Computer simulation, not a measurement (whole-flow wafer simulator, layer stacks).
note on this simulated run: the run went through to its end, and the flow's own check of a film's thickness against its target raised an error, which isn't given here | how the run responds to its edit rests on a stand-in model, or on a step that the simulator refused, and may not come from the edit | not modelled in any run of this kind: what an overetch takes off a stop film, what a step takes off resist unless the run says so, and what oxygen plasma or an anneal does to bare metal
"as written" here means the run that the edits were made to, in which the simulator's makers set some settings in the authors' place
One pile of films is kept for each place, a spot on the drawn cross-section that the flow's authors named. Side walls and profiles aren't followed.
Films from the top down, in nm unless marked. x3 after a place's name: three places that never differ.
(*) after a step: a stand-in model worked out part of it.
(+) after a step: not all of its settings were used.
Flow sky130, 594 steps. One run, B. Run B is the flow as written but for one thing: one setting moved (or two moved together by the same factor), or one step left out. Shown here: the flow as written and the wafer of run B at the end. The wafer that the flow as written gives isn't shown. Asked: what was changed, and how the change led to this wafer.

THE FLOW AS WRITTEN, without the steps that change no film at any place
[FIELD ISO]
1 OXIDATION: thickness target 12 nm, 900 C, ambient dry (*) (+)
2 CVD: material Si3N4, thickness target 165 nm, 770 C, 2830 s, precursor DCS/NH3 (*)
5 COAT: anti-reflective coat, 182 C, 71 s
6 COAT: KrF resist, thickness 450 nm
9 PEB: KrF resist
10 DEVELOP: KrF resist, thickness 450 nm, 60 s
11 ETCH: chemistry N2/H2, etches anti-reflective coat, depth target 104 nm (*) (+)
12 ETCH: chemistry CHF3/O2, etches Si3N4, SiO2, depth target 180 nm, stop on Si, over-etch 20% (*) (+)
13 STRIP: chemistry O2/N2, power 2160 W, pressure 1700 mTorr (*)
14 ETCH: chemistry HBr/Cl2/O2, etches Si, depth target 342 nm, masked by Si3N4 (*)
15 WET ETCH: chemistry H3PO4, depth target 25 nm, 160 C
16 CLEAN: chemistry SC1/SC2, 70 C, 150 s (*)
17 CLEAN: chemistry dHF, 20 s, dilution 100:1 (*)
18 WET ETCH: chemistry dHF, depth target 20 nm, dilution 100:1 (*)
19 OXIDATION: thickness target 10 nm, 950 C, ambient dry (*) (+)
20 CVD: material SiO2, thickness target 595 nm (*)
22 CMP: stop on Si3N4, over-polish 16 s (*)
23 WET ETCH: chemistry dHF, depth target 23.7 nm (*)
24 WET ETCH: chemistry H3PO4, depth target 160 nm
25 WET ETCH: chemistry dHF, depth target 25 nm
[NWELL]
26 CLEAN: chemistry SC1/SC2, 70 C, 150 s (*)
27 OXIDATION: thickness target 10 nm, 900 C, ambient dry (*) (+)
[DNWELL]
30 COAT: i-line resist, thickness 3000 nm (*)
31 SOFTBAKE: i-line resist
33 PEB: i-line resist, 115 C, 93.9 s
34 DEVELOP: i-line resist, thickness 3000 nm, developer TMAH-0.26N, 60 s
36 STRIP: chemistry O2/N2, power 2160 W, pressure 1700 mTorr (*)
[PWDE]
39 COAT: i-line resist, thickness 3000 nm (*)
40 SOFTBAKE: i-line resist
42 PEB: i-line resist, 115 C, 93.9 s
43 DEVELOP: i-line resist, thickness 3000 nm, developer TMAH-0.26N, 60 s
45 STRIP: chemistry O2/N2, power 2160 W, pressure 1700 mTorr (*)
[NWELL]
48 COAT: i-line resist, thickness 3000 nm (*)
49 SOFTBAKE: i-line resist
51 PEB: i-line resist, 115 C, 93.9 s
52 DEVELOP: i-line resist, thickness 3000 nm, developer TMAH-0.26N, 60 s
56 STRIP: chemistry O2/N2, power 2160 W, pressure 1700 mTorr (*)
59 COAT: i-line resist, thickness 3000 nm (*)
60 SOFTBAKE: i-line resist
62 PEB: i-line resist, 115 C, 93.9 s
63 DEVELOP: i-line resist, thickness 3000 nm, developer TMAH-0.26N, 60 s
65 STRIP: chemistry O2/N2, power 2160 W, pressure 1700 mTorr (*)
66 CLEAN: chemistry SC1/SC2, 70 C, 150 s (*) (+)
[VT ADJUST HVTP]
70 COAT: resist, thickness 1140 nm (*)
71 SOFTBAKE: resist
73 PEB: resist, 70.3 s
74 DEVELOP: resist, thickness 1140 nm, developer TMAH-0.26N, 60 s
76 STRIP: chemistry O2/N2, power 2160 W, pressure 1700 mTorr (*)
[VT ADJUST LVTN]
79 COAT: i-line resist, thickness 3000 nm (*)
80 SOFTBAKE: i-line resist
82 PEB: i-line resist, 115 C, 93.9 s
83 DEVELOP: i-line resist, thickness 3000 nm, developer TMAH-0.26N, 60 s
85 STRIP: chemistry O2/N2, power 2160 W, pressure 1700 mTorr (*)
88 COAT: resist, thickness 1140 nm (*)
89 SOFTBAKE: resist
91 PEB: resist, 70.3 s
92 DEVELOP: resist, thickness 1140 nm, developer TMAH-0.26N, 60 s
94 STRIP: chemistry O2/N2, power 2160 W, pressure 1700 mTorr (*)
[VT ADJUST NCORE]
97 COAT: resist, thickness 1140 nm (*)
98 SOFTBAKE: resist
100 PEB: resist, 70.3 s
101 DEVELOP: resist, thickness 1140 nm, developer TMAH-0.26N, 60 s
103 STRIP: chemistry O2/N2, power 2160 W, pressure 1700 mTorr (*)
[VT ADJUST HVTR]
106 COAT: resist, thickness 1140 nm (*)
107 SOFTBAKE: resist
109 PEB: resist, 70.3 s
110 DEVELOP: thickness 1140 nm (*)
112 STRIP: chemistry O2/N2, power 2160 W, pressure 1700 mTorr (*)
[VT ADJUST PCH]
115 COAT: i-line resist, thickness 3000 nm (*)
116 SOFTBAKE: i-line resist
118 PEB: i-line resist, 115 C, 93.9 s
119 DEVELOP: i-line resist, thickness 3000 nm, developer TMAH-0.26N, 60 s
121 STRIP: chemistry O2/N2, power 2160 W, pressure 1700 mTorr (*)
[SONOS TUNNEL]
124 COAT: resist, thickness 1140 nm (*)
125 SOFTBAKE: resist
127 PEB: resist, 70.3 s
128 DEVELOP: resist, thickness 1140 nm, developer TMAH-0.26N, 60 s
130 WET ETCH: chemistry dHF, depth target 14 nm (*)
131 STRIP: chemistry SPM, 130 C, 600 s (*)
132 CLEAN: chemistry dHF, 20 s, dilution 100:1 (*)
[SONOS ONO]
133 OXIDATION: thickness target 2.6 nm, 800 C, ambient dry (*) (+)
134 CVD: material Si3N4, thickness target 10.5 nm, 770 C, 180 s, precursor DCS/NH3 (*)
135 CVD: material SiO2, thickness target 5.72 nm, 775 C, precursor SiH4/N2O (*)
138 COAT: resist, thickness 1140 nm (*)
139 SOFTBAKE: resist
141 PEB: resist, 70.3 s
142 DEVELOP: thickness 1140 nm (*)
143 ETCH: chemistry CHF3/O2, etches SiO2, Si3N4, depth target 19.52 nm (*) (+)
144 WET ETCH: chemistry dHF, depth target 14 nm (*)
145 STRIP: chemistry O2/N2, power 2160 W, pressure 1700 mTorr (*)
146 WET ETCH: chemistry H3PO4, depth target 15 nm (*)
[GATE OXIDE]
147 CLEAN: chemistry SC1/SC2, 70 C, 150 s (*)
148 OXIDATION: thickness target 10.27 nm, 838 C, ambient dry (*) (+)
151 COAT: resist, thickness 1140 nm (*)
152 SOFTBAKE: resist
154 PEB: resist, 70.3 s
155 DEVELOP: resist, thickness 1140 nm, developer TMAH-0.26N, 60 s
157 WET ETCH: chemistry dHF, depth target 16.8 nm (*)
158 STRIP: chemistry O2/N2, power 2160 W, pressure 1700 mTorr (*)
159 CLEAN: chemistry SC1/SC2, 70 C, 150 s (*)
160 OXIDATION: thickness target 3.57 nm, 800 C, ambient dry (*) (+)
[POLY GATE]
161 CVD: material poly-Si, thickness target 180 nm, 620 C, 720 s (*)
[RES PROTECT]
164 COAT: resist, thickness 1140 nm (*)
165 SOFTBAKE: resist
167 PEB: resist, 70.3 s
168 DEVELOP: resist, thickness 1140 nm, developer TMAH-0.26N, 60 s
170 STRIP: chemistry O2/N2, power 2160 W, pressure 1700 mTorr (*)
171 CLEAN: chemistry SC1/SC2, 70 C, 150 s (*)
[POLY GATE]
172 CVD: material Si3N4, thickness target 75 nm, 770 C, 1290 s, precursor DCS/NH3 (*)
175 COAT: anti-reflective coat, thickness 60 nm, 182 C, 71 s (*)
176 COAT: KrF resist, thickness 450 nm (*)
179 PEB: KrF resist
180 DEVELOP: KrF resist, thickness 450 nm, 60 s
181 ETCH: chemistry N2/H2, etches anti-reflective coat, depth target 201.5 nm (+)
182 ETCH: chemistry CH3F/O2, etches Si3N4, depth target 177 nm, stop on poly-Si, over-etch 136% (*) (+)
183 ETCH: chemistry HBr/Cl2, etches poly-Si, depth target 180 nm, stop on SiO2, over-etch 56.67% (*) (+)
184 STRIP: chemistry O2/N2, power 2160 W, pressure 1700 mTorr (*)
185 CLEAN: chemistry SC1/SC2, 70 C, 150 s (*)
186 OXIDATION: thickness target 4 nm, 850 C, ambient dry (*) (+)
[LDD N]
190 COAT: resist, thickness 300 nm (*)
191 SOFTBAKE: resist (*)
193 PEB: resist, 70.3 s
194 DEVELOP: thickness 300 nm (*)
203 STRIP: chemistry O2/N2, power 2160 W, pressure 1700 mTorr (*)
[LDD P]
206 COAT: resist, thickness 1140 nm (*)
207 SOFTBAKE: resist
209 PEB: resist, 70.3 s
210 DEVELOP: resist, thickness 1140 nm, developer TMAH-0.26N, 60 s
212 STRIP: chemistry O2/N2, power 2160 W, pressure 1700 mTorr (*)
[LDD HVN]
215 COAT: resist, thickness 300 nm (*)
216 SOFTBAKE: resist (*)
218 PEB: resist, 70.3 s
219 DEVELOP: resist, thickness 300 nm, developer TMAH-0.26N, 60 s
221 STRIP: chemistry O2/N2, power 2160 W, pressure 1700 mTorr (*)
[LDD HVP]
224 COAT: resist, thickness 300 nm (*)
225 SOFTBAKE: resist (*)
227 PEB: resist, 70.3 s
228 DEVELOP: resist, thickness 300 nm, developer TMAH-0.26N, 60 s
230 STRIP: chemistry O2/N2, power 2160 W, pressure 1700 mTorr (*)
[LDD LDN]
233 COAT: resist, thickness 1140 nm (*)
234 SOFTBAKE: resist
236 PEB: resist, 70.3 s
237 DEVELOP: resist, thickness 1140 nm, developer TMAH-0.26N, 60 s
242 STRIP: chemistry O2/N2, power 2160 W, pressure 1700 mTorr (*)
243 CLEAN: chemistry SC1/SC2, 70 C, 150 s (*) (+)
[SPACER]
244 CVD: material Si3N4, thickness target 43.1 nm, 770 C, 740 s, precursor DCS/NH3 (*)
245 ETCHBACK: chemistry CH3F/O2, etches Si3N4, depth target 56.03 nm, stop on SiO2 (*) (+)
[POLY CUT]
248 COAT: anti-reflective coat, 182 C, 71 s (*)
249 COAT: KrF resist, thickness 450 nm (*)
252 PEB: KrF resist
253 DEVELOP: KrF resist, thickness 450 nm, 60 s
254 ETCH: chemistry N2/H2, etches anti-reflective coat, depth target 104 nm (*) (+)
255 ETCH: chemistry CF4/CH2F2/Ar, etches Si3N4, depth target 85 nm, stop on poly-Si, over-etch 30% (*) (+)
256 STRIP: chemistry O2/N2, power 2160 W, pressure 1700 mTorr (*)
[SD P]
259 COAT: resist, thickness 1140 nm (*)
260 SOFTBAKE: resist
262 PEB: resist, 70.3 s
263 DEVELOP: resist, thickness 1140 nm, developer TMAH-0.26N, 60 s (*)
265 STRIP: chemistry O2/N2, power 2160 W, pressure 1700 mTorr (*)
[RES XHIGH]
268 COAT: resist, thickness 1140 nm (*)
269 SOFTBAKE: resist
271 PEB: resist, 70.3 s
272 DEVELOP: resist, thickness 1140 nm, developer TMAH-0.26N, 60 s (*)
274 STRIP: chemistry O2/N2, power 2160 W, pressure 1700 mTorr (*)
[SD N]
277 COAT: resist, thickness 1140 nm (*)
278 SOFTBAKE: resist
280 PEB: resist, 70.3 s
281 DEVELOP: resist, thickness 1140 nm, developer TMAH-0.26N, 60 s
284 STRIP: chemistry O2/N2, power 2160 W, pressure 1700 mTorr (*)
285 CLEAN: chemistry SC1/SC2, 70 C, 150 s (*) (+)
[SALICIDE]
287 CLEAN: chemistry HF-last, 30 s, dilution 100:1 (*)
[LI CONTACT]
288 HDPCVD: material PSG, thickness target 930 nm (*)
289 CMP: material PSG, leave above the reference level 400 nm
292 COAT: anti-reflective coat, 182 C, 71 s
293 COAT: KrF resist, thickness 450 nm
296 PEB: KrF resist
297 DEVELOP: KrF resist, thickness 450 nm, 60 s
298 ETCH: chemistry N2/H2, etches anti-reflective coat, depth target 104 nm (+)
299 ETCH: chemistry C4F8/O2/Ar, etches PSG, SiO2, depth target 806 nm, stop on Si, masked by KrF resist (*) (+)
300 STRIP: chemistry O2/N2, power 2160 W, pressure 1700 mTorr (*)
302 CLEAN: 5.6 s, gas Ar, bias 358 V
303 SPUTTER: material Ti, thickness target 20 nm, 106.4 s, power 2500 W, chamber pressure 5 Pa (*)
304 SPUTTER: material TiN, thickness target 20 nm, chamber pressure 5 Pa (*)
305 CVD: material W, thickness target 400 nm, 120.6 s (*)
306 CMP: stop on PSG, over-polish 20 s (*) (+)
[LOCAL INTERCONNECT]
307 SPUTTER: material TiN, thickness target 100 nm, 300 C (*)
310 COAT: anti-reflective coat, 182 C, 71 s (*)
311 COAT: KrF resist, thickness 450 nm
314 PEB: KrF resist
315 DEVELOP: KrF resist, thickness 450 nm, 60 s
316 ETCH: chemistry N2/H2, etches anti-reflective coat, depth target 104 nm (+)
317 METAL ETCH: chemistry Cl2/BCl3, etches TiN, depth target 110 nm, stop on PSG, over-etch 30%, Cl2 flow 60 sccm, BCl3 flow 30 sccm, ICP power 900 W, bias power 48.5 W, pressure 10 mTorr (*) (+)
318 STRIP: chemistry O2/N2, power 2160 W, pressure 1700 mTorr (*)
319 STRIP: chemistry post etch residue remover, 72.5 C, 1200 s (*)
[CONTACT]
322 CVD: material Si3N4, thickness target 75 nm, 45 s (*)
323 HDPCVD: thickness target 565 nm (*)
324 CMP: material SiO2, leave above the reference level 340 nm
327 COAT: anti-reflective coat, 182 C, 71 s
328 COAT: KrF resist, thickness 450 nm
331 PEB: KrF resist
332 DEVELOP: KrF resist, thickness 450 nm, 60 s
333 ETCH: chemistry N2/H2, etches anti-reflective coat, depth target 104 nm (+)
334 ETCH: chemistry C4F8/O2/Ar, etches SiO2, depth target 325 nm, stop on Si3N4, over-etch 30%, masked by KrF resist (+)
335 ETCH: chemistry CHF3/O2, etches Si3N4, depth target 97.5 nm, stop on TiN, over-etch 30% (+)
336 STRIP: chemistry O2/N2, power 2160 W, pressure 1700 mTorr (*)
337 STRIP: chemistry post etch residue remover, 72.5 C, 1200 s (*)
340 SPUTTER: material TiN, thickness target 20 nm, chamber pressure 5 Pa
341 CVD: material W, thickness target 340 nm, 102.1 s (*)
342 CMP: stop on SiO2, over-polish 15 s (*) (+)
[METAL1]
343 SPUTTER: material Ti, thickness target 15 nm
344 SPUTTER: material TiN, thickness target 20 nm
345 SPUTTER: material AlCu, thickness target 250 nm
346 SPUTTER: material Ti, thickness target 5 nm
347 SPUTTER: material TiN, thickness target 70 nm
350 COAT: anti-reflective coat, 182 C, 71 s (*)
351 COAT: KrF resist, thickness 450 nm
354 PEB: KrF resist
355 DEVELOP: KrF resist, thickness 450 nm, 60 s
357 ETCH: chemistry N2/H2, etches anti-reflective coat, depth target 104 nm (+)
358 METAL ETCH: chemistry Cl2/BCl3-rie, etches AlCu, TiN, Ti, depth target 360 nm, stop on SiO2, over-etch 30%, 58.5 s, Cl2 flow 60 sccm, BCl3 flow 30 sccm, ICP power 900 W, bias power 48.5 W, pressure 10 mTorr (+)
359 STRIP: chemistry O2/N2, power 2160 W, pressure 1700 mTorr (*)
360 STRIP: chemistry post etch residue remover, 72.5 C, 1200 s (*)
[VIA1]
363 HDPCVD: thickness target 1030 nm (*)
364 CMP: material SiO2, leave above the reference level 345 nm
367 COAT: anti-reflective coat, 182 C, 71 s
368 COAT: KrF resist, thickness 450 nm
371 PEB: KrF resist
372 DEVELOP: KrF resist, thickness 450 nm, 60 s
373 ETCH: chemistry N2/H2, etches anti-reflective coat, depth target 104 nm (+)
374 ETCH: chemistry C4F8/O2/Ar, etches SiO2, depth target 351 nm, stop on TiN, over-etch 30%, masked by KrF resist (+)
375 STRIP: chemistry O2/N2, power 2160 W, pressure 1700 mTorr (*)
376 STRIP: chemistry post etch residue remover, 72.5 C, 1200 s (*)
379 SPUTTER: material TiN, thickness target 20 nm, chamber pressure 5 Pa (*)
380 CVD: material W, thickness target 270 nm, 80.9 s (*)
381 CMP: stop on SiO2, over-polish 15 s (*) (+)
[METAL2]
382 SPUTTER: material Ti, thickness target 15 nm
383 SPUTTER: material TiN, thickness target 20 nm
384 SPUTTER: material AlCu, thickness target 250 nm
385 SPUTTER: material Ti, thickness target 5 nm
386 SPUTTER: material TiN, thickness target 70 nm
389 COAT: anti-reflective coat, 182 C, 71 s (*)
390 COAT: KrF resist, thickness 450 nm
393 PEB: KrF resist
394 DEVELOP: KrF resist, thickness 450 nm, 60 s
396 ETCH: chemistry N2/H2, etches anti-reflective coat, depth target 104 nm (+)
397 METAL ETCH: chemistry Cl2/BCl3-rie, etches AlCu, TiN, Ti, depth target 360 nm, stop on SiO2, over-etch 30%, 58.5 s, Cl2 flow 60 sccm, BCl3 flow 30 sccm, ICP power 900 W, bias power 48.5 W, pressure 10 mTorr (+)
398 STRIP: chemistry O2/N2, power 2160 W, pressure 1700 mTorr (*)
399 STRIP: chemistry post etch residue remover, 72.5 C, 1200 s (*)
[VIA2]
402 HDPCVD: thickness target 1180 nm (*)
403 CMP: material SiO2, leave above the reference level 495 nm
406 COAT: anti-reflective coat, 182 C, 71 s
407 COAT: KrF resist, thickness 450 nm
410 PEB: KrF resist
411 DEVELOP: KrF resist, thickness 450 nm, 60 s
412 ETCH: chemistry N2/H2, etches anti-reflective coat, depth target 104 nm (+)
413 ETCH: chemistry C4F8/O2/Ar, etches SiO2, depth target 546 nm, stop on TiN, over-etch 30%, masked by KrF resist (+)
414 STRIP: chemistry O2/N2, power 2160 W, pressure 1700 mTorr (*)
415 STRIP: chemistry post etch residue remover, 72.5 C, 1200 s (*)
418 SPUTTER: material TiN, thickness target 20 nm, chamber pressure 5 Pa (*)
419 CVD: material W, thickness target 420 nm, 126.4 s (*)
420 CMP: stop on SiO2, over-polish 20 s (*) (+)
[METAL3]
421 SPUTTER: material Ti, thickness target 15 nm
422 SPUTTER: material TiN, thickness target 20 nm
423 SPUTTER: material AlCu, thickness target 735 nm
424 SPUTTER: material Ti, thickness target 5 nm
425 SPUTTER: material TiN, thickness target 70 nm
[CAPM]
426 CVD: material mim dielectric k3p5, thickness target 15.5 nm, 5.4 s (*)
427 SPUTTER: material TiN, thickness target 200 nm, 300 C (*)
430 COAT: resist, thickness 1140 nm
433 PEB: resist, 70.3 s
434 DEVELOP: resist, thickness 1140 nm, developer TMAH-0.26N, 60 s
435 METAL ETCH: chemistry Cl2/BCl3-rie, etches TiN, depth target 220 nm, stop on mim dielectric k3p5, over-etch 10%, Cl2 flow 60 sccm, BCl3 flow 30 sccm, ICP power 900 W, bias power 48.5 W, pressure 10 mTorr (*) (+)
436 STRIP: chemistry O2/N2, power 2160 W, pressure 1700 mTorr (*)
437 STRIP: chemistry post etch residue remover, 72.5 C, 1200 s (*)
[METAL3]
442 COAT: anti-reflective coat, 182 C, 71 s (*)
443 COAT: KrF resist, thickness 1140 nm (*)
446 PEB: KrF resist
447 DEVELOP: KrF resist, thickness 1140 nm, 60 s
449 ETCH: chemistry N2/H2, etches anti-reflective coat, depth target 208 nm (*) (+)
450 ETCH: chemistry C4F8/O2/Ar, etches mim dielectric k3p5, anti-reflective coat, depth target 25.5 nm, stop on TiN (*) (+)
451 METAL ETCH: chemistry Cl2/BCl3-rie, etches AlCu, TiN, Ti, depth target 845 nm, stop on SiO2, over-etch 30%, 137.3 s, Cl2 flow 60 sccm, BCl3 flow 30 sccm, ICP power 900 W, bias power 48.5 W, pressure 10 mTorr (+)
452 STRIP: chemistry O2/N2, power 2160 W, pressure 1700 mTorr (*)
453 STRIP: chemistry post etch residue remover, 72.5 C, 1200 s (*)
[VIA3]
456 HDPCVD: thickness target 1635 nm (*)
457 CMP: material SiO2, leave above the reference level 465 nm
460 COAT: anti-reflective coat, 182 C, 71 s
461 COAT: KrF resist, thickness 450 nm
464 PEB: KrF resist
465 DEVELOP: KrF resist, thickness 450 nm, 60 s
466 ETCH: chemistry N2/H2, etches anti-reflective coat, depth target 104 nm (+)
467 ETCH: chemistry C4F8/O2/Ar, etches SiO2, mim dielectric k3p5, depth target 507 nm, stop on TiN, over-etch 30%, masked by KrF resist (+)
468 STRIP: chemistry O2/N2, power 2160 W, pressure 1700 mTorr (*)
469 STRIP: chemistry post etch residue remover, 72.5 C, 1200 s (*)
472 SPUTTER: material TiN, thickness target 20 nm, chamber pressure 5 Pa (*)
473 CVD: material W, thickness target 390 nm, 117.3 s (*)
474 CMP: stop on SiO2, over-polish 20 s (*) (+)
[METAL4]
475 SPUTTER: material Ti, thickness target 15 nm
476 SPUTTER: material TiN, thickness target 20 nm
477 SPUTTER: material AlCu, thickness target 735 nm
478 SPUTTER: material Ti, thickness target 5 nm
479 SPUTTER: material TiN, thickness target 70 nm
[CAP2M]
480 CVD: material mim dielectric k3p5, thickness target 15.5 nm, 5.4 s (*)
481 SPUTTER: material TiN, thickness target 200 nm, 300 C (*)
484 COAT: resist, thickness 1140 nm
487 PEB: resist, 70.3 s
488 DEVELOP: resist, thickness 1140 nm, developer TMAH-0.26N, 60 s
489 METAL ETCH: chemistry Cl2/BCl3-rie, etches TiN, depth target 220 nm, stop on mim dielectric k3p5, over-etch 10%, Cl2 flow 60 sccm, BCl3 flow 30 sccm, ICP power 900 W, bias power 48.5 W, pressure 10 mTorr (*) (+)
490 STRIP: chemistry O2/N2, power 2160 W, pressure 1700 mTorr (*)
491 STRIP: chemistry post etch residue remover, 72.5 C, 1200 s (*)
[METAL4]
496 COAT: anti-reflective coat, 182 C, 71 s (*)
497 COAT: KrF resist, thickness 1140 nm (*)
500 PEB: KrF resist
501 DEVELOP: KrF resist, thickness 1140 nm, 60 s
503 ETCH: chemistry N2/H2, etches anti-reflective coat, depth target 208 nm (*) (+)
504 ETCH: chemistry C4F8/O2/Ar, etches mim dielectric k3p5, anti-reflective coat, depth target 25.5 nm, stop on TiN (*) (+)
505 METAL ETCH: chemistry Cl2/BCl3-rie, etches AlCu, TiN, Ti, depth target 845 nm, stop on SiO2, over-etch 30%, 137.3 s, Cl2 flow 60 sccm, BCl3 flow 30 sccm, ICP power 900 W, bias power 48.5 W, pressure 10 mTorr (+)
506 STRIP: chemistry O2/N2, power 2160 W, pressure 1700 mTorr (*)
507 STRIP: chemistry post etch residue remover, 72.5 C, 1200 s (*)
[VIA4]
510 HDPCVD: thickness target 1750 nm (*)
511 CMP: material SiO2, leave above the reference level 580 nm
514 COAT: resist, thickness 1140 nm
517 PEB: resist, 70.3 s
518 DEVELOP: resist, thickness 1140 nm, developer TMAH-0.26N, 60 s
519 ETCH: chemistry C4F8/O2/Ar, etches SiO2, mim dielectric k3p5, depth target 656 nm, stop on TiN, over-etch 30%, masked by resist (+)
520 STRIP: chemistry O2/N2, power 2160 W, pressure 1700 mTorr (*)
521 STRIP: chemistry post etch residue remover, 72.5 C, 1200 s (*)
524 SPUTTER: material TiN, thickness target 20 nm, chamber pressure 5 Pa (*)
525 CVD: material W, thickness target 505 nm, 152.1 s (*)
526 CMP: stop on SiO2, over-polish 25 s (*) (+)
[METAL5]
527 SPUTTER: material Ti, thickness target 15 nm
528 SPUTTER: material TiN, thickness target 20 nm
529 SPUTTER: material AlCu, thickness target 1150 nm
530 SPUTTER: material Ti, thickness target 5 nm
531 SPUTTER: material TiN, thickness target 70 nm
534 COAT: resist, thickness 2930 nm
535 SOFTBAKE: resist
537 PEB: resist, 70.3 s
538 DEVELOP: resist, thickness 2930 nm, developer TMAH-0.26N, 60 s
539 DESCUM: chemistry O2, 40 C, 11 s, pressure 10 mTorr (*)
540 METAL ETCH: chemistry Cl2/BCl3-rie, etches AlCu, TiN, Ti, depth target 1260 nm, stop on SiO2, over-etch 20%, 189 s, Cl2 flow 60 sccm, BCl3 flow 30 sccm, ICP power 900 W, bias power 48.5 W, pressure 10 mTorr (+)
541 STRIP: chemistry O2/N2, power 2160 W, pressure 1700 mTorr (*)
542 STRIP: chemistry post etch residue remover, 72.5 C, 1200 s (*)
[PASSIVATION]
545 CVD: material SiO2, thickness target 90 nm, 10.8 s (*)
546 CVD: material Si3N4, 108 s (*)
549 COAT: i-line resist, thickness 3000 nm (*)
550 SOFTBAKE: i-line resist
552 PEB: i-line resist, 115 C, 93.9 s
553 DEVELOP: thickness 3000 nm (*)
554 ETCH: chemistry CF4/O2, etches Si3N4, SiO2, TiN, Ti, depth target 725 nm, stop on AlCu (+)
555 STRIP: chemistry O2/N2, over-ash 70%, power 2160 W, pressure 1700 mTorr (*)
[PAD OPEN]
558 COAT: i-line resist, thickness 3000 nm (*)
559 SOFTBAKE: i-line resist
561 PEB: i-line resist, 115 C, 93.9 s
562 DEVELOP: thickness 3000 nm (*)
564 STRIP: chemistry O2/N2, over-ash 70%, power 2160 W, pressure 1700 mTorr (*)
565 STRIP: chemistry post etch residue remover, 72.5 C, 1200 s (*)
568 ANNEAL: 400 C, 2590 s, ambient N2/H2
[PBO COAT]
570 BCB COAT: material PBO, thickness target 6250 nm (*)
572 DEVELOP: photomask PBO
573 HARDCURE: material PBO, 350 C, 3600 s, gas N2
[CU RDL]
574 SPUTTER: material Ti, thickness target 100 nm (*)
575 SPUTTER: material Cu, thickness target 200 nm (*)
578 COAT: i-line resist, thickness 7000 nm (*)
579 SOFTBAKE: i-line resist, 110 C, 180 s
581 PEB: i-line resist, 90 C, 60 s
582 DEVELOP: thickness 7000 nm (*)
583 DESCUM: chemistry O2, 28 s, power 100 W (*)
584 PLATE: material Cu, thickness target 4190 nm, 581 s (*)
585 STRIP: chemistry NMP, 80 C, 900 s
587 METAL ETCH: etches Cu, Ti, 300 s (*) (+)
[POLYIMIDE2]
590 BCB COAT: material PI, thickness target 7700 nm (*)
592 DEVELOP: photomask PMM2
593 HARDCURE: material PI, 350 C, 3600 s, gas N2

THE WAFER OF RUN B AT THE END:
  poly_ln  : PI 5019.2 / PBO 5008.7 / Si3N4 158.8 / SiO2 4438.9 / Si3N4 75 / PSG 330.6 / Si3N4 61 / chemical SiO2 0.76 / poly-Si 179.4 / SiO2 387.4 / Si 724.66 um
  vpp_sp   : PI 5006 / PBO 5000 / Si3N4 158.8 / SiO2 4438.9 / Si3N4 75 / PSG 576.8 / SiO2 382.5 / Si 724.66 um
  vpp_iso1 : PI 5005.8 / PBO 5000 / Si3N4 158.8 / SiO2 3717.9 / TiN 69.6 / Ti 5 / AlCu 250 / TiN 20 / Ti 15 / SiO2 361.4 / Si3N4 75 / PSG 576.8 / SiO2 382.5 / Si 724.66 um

The cause: step 25, WET ETCH: depth target 16 nm was run, where the flow has depth target 25 nm.

How the change led to this, step by step:
  25 WET ETCH: chemistry dHF, depth target 25 nm
      field, mim, iso_guard and 84 more: SiO2 -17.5 (as written it would be: SiO2 -27.4)
  31 SOFTBAKE: i-line resist
      gate_p_g5v0, sonos_guard_x: i-line resist +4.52 (as written it would be: i-line resist +3.96)
      m1: i-line resist +6.06 (as written it would be: i-line resist +5.34)
      (and at 71 more places)
  40 SOFTBAKE: i-line resist
      gate_p_g5v0, sonos_guard_x: i-line resist +4.52 (as written it would be: i-line resist +3.96)
      m1: i-line resist +6.06 (as written it would be: i-line resist +5.34)
      (and at 71 more places)
  49 SOFTBAKE: i-line resist
      gate_p_g5v0, sonos_guard_x: i-line resist +4.52 (as written it would be: i-line resist +3.96)
      m1: i-line resist +6.06 (as written it would be: i-line resist +5.34)
      (and at 71 more places)
  60 SOFTBAKE: i-line resist
      gate_p_g5v0, sonos_guard_x: i-line resist +4.52 (as written it would be: i-line resist +3.96)
      m1: i-line resist +6.06 (as written it would be: i-line resist +5.34)
      (and at 71 more places)
  71 SOFTBAKE: resist
      gate_hv_pwblk: resist +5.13 (as written it would be: resist +4.5)
      ndiff_licon_cpp: resist +4.97 (as written it would be: resist +4.39)
      (and at 3 more places)
  80 SOFTBAKE: i-line resist
      spacer: i-line resist +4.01 (as written it would be: i-line resist +3.5)
      m1: i-line resist +6.07 (as written it would be: i-line resist +5.35)
      (and at 73 more places)
  89 SOFTBAKE: resist
      gate_hv_pwblk: resist +5.13 (as written it would be: resist +4.5)
      ndiff_licon_cpp: resist +4.97 (as written it would be: resist +4.39)
      (and at 3 more places)
  98 SOFTBAKE: resist
      gate_hv_pwblk: resist +5.13 (as written it would be: resist +4.5)
      ndiff_licon_cpp: resist +4.97 (as written it would be: resist +4.39)
      (and at 3 more places)
  107 SOFTBAKE: resist
      gate_hv_pwblk: resist +5.13 (as written it would be: resist +4.5)
      ndiff_licon_cpp: resist +4.97 (as written it would be: resist +4.39)
      (and at 3 more places)
  116 SOFTBAKE: i-line resist
      m1: i-line resist +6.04 (as written it would be: i-line resist +5.32)
      sonos_cell: i-line resist +6.99 (as written it would be: i-line resist +6.16)
      (and at 72 more places)
  125 SOFTBAKE: resist
      gate_hv_pwblk: resist +5.13 (as written it would be: resist +4.5)
      ndiff_licon_cpp: resist +4.97 (as written it would be: resist +4.39)
      (and at 3 more places)
  139 SOFTBAKE: resist
      poly_endcap: resist -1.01 (as written it would be: resist +0.42)
      gate_hv_pwblk: resist +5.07 (as written it would be: resist +4.44)
      (and at 5 more places)
  152 SOFTBAKE: resist
      gate_hv_pwblk: resist +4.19 (as written it would be: resist +3.56)
      ndiff_licon_cpp: resist +4.06 (as written it would be: resist +3.51)
      (and at 3 more places)
  161 CVD: material poly-Si, thickness target 180 nm, 620 C, 720 s (*)
      ndiff_dn: poly-Si +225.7 (new film) (as written it would be: poly-Si +215.9 (new film))
  165 SOFTBAKE: resist
      gate_hv_pwblk: resist +3.93 (as written it would be: resist +3.31)
      gate_hv_iso: resist +3.64 (as written it would be: resist +3.1)
      (and at 2 more places)
  ... 23 more steps ...
  306 CMP: stop on PSG, over-polish 20 s (*) (+)
      poly_licon: W -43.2 (as written it would be: W -33.3)
